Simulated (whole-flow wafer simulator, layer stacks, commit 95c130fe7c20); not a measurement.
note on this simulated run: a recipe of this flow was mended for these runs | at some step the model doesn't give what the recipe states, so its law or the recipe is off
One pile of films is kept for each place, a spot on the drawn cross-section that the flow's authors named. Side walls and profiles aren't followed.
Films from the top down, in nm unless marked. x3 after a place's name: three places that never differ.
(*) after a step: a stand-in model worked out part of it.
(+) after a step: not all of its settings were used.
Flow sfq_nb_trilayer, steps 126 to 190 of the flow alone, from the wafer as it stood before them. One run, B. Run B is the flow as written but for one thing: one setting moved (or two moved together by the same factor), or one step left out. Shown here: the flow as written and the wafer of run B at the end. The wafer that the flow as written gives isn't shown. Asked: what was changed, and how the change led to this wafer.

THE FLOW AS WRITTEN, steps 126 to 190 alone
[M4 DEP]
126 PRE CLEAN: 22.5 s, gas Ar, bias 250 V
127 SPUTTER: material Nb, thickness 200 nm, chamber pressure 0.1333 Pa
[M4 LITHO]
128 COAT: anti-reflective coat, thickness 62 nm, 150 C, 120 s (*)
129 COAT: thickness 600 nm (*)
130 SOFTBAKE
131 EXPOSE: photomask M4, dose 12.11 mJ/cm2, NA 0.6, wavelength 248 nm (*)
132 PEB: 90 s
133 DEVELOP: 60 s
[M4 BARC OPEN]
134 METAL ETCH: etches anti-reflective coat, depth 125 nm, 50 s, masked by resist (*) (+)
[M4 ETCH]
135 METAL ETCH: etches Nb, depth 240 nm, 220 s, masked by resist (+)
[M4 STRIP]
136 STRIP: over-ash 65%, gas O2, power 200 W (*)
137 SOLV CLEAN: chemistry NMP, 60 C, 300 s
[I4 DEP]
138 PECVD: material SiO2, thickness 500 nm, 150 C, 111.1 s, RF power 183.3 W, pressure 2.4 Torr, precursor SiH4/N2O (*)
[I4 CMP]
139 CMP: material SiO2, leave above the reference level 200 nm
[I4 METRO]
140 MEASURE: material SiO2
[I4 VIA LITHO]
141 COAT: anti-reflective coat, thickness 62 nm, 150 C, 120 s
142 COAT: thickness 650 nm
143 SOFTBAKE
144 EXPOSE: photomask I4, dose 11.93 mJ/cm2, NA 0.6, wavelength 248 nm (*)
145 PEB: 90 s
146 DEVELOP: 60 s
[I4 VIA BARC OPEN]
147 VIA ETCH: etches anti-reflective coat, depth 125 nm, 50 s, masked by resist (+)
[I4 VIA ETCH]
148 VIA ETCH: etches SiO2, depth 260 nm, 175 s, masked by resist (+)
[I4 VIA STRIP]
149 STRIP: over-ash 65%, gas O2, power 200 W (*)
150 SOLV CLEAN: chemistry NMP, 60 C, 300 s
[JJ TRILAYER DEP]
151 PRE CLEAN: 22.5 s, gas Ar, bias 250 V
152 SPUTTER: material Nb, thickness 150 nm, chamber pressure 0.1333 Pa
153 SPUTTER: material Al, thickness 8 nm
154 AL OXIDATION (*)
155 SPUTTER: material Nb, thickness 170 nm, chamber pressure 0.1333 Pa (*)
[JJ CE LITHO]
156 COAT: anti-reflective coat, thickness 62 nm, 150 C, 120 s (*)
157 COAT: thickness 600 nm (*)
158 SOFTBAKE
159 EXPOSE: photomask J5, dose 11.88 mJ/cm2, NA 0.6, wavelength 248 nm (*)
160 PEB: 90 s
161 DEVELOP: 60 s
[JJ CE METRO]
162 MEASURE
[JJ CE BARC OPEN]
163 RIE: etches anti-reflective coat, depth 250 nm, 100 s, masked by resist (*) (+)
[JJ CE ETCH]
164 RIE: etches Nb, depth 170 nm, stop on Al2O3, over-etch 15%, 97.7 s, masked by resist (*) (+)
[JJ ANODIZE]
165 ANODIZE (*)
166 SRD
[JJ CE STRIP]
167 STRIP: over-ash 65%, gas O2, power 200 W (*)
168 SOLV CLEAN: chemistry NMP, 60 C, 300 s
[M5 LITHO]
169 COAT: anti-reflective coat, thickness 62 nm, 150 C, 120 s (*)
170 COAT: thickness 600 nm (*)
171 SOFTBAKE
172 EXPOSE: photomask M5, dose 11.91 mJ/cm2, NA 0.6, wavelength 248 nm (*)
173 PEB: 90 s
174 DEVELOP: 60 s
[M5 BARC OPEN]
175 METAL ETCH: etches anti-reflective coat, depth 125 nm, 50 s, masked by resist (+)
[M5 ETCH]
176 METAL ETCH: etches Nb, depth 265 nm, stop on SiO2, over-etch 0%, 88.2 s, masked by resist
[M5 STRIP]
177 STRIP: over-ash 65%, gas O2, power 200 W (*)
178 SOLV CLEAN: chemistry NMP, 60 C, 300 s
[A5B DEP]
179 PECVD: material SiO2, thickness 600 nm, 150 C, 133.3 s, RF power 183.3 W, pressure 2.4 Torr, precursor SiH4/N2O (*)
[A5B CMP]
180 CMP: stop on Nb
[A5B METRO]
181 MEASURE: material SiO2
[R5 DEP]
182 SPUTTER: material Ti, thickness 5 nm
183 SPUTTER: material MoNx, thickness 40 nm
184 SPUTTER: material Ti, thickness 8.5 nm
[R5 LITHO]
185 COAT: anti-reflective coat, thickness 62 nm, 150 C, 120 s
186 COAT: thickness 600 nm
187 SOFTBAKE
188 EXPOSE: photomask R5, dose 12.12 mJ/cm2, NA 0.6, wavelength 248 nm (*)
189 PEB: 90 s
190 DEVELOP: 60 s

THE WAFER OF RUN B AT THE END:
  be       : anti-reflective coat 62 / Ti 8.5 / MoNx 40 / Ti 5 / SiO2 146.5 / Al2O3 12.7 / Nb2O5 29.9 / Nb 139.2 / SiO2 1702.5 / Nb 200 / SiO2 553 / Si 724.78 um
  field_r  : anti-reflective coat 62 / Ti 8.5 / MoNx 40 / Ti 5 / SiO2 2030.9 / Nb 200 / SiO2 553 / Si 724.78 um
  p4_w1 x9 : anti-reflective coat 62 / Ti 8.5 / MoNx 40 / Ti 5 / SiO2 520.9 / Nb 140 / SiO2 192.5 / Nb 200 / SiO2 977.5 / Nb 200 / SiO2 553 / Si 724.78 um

The cause: step 127, SPUTTER: thickness 140 nm was run, where the flow has thickness 200 nm.
It can be read off the wafer: p4_w1 x9 has Nb 140, and step 127 as written asks for 200 nm.

How the change led to this, step by step:
  127 SPUTTER: material Nb, thickness 200 nm, chamber pressure 0.1333 Pa
      field_l, v_sur, via_wl and 102 more: Nb +140 (new film) (as written it would be: Nb +200 (new film))
      via_v: Nb +114.9 (as written it would be: Nb +164.5)
  128 COAT: anti-reflective coat, thickness 62 nm, 150 C, 120 s (*)
      via_v: anti-reflective coat +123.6 (new film) (as written it would be: anti-reflective coat +126.8 (new film))
  135 METAL ETCH: etches Nb, depth 240 nm, 220 s, masked by resist (+)
      field_l, be, be_sur and 64 more: Nb -140 (all of it), SiO2 -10 (as written it would be: Nb -200 (all of it), SiO2 -4)
  136 STRIP: over-ash 65%, gas O2, power 200 W (*)
      via_v: KrF-resist-other-grade -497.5 (all of it), anti-reflective coat -123.6 (all of it) (as written it would be: KrF-resist-other-grade -503.7 (all of it), anti-reflective coat -126.8 (all of it))
  138 PECVD: material SiO2, thickness 500 nm, 150 C, 111.1 s, RF power 183.3 W, pressure 2.4 Torr, precursor SiH4/N2O (*)
      p3_s0 x6: SiO2 +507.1 (as written it would be: SiO2 +561.1)
      via_v: SiO2 +604.7 (new film) (as written it would be: SiO2 +621.2 (new film))
  139 CMP: material SiO2, leave above the reference level 200 nm
      field_l, be, be_sur and 55 more: SiO2 -150 (as written it would be: SiO2 -96)
      lsp_r, l0_sur, l0v: SiO2 -143.9 (as written it would be: SiO2 -87.7)
      (and at 1 more place)
